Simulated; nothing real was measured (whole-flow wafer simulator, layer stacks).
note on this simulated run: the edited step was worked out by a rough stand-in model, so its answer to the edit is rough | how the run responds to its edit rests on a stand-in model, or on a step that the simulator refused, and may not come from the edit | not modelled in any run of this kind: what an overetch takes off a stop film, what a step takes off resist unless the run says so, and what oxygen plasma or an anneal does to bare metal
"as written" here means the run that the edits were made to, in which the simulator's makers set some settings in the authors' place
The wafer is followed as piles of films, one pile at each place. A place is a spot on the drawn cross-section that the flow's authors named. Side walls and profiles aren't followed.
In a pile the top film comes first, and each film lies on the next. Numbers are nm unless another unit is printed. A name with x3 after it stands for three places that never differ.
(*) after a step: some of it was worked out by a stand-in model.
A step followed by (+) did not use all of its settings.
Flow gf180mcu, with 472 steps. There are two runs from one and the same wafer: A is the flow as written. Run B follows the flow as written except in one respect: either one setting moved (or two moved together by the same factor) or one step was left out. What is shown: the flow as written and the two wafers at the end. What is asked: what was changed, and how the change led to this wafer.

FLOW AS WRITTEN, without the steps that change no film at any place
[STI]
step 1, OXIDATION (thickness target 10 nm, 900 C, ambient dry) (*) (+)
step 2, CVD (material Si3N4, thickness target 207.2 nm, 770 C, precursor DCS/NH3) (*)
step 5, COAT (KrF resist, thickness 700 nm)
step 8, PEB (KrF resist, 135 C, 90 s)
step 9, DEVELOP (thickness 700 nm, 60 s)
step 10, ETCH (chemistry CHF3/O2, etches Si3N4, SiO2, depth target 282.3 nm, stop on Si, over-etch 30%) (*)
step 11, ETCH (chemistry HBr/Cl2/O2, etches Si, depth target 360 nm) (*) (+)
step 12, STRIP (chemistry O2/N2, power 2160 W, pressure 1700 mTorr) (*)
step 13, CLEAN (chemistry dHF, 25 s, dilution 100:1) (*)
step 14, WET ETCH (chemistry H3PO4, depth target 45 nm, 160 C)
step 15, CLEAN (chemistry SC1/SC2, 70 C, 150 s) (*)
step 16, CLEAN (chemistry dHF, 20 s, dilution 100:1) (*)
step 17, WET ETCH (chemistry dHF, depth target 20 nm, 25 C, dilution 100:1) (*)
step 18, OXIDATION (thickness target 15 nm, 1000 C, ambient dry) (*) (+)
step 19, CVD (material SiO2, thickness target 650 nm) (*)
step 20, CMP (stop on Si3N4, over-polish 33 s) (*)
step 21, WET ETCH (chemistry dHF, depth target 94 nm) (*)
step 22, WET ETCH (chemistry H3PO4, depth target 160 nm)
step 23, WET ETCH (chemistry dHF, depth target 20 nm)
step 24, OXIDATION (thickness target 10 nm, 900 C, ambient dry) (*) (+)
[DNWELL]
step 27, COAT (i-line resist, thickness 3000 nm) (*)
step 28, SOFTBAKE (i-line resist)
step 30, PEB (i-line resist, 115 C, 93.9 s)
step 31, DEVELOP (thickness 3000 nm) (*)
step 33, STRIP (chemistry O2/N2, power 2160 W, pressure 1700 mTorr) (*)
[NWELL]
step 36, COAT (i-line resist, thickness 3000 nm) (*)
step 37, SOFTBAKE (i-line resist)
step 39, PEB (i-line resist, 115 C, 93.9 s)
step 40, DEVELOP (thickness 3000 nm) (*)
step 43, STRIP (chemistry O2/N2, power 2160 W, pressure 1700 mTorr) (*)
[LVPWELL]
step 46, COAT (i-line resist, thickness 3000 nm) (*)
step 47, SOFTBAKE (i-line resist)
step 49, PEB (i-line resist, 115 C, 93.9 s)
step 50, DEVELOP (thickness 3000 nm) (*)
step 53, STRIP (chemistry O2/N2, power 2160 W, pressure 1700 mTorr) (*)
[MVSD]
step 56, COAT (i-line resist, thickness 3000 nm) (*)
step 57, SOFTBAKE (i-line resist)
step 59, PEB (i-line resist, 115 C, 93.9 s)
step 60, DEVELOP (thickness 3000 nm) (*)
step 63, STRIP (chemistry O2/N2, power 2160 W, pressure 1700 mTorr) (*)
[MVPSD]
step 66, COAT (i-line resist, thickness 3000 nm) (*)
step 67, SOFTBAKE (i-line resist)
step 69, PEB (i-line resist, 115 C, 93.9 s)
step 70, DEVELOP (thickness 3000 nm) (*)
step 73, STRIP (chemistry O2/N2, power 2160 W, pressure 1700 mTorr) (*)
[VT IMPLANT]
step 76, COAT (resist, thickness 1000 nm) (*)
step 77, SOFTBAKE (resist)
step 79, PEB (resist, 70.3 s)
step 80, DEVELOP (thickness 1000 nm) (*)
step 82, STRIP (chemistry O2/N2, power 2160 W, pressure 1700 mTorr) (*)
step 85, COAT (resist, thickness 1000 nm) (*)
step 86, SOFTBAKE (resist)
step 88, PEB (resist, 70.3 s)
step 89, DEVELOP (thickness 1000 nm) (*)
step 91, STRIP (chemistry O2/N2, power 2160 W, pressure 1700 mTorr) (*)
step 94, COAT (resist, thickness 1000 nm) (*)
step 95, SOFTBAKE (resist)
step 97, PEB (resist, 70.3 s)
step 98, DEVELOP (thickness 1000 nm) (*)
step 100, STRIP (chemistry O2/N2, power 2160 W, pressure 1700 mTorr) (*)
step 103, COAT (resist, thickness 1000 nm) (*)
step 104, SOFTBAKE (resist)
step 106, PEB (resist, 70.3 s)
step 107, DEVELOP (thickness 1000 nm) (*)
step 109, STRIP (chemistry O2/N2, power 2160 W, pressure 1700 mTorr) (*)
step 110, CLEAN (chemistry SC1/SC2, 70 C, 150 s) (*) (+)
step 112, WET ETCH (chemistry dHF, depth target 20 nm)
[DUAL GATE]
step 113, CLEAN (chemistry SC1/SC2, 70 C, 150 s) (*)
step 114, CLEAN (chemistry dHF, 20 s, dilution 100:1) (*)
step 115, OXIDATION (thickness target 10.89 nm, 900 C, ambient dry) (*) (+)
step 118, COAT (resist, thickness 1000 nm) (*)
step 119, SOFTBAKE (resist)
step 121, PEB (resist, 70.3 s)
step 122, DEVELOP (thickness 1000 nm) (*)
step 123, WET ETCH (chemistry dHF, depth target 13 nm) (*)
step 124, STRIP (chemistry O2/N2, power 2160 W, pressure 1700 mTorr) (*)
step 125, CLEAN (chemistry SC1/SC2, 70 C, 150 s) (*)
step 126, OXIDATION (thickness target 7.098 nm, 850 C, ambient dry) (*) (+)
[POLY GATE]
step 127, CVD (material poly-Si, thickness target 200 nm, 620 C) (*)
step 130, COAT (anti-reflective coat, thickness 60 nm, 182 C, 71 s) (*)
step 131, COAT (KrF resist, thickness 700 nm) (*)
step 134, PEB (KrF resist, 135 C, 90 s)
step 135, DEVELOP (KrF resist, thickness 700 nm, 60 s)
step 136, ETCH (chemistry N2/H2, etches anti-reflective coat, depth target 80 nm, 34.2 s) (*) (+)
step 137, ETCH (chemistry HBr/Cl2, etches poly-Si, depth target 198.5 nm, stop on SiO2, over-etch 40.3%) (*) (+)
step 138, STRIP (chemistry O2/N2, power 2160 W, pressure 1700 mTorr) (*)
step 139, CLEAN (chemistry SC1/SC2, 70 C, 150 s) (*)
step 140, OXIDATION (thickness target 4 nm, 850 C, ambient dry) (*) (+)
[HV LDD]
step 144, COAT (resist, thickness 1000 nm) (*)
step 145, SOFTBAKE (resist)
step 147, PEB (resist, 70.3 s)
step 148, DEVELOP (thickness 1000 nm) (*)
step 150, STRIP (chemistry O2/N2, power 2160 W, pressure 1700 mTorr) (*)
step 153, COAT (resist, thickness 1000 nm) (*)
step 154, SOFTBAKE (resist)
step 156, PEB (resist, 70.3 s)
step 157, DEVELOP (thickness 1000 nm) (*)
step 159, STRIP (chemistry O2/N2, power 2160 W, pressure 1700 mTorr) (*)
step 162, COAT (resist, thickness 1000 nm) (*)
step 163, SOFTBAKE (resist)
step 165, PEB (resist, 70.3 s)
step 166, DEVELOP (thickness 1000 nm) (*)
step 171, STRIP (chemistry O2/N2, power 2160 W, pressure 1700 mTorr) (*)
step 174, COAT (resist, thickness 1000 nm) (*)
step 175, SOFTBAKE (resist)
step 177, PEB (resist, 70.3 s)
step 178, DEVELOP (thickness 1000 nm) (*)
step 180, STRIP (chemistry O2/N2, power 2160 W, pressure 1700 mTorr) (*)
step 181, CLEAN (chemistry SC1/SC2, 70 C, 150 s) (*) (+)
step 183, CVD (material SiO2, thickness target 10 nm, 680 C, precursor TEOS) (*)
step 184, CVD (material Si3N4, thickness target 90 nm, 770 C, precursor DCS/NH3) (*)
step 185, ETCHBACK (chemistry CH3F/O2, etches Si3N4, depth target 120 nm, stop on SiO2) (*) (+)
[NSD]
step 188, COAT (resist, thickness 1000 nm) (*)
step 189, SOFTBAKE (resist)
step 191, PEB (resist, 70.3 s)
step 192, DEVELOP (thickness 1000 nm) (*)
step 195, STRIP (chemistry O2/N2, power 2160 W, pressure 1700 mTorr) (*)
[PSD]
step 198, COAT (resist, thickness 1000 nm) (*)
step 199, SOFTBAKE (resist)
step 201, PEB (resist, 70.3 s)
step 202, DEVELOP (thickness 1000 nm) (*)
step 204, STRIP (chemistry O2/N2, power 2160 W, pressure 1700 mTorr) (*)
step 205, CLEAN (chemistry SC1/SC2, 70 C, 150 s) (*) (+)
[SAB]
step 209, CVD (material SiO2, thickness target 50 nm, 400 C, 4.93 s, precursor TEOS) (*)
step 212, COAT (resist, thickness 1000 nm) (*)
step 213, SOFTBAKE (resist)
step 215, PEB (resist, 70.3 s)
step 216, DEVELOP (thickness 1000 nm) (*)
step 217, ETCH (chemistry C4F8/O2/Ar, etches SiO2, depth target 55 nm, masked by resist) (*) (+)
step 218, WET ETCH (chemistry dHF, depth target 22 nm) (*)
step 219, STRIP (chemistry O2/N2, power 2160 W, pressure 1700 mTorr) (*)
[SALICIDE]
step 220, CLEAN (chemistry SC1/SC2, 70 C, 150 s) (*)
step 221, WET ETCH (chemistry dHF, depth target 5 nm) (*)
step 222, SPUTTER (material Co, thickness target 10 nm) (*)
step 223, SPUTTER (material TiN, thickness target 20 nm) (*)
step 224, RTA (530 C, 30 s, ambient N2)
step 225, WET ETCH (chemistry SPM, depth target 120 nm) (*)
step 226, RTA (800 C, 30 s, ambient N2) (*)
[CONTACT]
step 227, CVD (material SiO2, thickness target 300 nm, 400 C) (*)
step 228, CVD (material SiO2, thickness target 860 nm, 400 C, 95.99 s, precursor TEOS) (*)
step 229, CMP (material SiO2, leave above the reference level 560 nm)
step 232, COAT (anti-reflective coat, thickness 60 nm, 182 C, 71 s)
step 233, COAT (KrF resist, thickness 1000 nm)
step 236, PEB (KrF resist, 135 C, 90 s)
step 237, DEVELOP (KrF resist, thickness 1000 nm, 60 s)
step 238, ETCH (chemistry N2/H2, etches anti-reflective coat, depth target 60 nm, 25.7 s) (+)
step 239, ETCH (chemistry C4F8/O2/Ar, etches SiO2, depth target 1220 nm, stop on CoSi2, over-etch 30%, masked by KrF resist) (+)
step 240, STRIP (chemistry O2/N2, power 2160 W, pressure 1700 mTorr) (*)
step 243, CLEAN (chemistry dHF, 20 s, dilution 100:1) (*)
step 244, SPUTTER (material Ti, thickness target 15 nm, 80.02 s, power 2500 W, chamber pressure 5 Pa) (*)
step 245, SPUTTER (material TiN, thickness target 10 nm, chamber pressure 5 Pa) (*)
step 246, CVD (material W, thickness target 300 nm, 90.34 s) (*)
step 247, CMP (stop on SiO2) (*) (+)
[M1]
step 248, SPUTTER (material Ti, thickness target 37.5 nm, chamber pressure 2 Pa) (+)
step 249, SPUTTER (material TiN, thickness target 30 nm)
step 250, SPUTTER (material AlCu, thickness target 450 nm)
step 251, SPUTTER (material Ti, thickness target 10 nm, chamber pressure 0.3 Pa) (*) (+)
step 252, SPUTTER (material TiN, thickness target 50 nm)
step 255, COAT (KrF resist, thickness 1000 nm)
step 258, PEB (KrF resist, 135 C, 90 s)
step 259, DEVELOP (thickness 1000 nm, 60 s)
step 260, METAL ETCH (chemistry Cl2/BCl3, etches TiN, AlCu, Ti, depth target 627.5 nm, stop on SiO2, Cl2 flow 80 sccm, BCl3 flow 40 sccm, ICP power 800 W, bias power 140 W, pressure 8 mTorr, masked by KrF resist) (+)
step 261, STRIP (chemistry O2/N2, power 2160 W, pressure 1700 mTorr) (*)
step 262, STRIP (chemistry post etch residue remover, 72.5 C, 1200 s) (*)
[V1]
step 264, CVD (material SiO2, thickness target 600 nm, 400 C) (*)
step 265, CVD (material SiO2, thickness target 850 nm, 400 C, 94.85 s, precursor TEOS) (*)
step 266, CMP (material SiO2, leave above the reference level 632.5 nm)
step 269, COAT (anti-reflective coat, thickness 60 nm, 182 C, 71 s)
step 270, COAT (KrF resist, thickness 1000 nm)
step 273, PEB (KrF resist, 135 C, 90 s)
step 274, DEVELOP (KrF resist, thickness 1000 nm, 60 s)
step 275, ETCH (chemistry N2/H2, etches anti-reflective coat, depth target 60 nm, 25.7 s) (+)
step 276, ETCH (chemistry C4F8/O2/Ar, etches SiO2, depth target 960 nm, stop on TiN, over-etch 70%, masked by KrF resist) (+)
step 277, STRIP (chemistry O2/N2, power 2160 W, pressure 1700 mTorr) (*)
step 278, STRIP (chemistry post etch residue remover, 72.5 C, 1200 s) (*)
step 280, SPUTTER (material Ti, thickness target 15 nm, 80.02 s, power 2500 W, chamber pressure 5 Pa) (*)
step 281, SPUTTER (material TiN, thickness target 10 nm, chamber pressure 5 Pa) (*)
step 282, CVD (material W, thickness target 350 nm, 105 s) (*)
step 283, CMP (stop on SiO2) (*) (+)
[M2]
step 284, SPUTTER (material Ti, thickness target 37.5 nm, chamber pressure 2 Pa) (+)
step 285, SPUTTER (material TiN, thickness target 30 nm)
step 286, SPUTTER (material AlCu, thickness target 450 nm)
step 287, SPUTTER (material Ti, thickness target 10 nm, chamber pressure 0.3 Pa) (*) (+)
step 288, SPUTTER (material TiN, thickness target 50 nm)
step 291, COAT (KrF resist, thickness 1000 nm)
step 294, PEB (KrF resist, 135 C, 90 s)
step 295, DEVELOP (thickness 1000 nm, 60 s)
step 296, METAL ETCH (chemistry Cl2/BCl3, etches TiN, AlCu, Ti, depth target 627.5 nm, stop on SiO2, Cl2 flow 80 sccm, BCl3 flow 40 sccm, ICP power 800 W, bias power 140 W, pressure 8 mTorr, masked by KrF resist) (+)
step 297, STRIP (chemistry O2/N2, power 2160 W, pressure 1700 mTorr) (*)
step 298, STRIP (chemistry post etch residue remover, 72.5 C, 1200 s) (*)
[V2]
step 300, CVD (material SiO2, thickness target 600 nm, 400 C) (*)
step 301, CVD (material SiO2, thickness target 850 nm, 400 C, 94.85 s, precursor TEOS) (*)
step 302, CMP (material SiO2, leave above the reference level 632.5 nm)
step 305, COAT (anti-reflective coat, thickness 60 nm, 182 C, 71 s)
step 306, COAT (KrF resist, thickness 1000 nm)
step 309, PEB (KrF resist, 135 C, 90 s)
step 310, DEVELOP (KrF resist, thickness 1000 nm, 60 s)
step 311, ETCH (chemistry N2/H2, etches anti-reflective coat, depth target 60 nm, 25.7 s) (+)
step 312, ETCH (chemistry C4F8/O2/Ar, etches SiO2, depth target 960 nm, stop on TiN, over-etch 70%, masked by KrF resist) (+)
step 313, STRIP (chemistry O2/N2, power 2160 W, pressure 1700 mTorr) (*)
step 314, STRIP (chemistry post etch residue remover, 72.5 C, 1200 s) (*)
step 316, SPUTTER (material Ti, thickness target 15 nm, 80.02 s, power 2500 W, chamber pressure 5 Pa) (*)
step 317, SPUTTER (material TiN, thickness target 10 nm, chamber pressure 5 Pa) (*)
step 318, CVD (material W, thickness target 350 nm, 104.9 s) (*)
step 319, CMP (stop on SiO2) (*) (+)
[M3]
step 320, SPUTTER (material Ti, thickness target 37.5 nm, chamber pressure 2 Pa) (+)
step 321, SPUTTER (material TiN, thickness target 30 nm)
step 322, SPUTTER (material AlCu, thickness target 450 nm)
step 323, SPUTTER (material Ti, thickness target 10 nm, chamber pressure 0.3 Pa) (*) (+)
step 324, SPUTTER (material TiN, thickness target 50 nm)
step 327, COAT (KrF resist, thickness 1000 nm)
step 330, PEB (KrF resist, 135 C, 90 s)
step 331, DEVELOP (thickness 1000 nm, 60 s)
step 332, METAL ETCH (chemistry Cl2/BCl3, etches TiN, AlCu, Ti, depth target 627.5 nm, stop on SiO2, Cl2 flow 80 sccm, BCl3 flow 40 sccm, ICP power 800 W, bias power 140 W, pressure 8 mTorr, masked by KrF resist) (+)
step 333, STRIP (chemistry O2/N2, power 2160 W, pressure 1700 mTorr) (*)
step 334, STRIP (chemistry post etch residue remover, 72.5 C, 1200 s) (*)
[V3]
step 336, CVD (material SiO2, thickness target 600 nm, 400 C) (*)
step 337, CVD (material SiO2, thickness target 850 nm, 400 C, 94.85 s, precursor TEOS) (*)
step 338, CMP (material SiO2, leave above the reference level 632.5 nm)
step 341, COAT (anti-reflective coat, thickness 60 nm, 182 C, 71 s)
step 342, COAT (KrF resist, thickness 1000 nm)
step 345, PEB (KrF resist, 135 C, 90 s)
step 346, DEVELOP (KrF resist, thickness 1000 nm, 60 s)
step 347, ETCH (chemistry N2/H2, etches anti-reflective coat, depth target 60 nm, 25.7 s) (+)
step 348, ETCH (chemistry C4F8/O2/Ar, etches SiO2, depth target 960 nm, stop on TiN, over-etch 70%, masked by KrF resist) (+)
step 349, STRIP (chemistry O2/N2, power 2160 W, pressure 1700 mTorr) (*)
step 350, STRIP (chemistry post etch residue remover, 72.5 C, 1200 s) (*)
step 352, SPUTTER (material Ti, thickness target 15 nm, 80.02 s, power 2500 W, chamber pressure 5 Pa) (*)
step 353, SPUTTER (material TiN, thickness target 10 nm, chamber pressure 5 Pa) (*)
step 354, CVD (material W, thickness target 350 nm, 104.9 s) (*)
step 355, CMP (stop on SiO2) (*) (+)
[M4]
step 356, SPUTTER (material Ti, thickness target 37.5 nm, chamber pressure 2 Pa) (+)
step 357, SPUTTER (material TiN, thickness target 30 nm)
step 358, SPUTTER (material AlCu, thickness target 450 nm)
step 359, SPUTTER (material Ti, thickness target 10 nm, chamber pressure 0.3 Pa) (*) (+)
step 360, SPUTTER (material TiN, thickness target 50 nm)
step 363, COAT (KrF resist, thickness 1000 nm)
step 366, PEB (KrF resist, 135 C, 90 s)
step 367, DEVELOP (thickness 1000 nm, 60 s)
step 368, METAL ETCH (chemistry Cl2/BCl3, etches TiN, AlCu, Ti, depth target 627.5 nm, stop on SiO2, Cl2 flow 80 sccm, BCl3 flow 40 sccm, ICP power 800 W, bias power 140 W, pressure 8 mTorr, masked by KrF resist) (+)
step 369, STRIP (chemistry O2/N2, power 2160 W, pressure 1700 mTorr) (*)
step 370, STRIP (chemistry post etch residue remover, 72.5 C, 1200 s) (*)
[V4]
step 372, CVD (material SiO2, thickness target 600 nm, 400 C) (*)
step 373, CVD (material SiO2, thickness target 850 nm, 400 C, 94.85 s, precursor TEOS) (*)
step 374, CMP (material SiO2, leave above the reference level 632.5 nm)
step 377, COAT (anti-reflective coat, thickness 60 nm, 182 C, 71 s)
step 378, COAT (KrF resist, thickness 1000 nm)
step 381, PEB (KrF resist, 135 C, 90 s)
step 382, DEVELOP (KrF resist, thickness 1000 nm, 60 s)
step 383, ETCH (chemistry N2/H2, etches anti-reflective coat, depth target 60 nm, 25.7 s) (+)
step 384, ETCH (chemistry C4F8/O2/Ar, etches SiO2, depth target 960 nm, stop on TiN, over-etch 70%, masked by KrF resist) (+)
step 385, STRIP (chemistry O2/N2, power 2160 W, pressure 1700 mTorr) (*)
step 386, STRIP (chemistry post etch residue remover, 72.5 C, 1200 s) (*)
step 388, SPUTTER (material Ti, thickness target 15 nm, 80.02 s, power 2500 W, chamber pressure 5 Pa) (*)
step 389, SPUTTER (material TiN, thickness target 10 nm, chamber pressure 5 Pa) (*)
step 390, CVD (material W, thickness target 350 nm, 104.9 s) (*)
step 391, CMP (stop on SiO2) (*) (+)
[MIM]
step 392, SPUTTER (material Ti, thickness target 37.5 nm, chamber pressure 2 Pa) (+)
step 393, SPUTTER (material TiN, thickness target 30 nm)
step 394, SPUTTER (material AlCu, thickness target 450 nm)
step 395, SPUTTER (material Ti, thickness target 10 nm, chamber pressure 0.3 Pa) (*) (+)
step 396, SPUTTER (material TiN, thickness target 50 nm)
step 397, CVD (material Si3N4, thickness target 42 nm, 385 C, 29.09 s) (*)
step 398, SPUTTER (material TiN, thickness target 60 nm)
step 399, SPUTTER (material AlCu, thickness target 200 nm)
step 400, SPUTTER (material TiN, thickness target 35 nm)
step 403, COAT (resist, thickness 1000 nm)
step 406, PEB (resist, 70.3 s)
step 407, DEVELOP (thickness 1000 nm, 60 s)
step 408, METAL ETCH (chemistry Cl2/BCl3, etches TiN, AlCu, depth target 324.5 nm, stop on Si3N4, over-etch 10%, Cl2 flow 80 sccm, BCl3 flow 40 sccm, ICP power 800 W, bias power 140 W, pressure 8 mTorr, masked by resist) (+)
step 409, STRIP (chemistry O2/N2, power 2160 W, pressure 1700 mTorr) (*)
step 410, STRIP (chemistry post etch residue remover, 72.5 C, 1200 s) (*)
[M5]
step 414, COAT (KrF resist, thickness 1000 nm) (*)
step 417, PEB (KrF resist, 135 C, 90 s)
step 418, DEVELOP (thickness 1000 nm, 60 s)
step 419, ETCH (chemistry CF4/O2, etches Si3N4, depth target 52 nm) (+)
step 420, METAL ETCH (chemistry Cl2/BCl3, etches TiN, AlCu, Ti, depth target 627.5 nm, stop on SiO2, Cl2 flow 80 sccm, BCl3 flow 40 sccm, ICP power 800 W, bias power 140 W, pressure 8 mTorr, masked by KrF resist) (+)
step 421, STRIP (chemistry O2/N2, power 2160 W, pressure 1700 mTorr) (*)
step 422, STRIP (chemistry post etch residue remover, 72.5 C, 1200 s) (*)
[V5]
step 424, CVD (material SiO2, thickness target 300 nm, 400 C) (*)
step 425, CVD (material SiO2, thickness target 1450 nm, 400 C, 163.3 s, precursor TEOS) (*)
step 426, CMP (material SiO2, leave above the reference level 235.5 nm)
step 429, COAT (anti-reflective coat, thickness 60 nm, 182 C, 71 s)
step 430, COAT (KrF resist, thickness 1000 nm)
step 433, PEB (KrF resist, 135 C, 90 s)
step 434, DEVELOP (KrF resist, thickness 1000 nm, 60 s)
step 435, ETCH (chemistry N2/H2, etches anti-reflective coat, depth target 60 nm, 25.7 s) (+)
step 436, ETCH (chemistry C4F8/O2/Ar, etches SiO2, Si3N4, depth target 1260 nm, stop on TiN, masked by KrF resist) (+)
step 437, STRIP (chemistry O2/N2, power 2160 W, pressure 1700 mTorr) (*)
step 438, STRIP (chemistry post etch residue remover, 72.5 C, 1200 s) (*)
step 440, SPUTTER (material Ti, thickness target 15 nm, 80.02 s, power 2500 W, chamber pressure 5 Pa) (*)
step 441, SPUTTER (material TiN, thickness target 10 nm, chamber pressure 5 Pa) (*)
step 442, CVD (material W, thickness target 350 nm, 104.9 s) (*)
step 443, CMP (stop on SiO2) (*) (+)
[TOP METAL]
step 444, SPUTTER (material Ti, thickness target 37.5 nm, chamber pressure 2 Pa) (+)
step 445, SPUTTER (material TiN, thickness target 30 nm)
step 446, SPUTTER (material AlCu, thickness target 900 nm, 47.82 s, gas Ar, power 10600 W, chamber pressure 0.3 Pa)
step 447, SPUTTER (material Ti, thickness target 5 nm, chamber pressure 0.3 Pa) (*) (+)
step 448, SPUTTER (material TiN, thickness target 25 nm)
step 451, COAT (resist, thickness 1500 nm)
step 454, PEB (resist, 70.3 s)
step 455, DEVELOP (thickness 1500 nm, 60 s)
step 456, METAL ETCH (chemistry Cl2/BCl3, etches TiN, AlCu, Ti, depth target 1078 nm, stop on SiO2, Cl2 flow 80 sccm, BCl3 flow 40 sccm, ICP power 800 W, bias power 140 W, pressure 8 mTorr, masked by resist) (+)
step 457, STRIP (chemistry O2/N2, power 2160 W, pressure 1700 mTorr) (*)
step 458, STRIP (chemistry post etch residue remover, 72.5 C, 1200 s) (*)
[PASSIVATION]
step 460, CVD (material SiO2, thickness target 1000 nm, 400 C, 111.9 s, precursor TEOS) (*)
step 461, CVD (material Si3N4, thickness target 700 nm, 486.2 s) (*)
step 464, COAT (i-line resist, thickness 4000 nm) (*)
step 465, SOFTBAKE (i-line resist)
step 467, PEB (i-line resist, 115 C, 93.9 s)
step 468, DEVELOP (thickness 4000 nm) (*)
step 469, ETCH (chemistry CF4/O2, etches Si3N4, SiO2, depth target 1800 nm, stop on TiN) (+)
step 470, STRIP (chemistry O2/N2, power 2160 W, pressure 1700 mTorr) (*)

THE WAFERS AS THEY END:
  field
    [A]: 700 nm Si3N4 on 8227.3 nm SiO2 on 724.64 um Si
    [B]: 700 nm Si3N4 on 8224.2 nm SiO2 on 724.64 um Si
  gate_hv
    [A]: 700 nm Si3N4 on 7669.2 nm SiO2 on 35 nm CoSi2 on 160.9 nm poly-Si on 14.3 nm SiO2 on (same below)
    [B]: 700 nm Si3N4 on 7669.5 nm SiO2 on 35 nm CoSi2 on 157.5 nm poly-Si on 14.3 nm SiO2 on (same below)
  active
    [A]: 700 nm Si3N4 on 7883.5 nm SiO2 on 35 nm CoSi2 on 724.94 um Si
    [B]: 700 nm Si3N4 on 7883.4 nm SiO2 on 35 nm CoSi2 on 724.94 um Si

The reason: step 217, ETCH: depth target 87.5 nm was run, though the flow has depth target 55 nm.

The path from the change to this, step by step:
  step 217, ETCH (chemistry C4F8/O2/Ar, etches SiO2, depth target 55 nm, masked by resist) (*) (+)
      gate, gate_hv, gate_p and 23 more: A -55 SiO2 | B -60.5 SiO2 (all of it), -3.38 poly-Si
      active, p_well, sd_n, iso_ptap_pw, iso_ntap_nw, iso_ptap_sub, vpnp_e: A -55 SiO2 | B -64 SiO2 (all of it), -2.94 Si
      (also at 78 further places)
  step 218, WET ETCH (chemistry dHF, depth target 22 nm) (*)
      gate, gate_hv, gate_p and 23 more: A -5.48 SiO2 (all of it) | B nothing
      active, p_well, sd_n, iso_ptap_pw, iso_ntap_nw, iso_ptap_sub, vpnp_e: A -9.01 SiO2 (all of it) | B nothing
      (also at 16 further places)
  step 223, SPUTTER (material TiN, thickness target 20 nm) (*)
      field__w6: A +20 TiN (new film) | B +19.1 TiN (new film)
      nw_enc_fld__w1: A +20 TiN (new film) | B +19.4 TiN (new film)
  step 225, WET ETCH (chemistry SPM, depth target 120 nm) (*)
      field__w6: A -20 TiN (all of it), -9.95 Co (all of it) | B -19.1 TiN (all of it), -9.72 Co (all of it)
      nw_enc_fld__w1: A -20 TiN (all of it), -9.99 Co (all of it) | B -19.4 TiN (all of it), -9.84 Co (all of it)
  step 227, CVD (material SiO2, thickness target 300 nm, 400 C) (*)
      ldn_dft, ldp_dft: A +300 SiO2 | B +311.7 SiO2
      ld_drift_n: A +300 SiO2 | B +314.2 SiO2
      (also at 1 further place)
  step 229, CMP (material SiO2, leave above the reference level 560 nm)
      ldn_sep__w1, ldn_sep__w2, ldn_out, ldp_sep__w1, ldp_sep__w2, ldp_out, ldp_fld__w2: A -311 SiO2 | B -281.8 SiO2
      sti, mim_1p0, pad, dice_street, iso_nw_fld, iso_fld_sub: A -296.8 SiO2 | B -267.7 SiO2
      (also at 36 further places)
